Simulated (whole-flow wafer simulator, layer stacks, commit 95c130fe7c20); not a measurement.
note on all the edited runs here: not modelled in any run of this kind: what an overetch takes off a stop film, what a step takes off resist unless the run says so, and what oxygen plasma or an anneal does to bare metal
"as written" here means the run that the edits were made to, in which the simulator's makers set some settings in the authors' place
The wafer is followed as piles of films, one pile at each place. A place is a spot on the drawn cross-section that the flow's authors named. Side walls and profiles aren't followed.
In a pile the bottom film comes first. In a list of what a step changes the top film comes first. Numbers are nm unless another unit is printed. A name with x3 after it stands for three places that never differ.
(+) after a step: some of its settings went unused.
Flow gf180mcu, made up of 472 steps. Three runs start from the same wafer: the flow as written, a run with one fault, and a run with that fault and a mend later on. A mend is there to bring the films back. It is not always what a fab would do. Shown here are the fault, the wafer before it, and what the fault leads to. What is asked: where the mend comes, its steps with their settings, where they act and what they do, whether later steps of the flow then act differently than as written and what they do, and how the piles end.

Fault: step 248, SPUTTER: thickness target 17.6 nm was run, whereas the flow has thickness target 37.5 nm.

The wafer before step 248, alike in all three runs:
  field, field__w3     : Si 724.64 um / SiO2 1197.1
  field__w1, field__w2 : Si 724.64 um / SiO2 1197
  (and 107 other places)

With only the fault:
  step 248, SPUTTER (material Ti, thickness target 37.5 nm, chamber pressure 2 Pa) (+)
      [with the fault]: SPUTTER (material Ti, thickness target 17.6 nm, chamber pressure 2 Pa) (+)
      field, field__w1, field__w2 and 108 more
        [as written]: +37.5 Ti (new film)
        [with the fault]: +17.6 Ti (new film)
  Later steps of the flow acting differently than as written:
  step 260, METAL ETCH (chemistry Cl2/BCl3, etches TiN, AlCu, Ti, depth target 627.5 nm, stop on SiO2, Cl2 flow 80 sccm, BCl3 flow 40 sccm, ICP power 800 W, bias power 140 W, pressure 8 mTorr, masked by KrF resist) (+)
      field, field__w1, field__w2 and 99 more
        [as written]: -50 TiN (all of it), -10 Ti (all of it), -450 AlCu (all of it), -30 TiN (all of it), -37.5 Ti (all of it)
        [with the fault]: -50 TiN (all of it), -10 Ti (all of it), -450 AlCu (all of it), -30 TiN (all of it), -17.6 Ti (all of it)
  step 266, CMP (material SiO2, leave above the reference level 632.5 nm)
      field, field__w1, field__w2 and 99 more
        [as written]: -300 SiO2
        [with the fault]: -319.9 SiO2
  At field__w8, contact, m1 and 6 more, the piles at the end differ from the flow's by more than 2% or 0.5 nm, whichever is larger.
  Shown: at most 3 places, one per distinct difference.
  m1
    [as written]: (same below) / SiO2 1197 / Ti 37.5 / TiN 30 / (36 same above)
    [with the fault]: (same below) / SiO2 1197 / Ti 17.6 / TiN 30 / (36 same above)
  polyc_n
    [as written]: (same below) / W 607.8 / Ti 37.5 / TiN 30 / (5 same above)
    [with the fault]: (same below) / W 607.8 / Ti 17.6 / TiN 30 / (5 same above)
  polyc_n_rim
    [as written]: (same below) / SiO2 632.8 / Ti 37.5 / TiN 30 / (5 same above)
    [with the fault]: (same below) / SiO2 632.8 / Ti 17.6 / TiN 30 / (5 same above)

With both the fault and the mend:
  The mend stands after step 248.
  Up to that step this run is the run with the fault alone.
  step 248a, SPUTTER (material Ti, thickness target 19.9 nm, chamber pressure 2 Pa) (+) (a further turn of the flow's step 248, with different settings)
      field, field__w1, field__w2 and 108 more
        +19.9 Ti
  Every later step of the flow that is run acts as written at every place that is followed.
  The piles end the same as the flow's at every place that both follow.
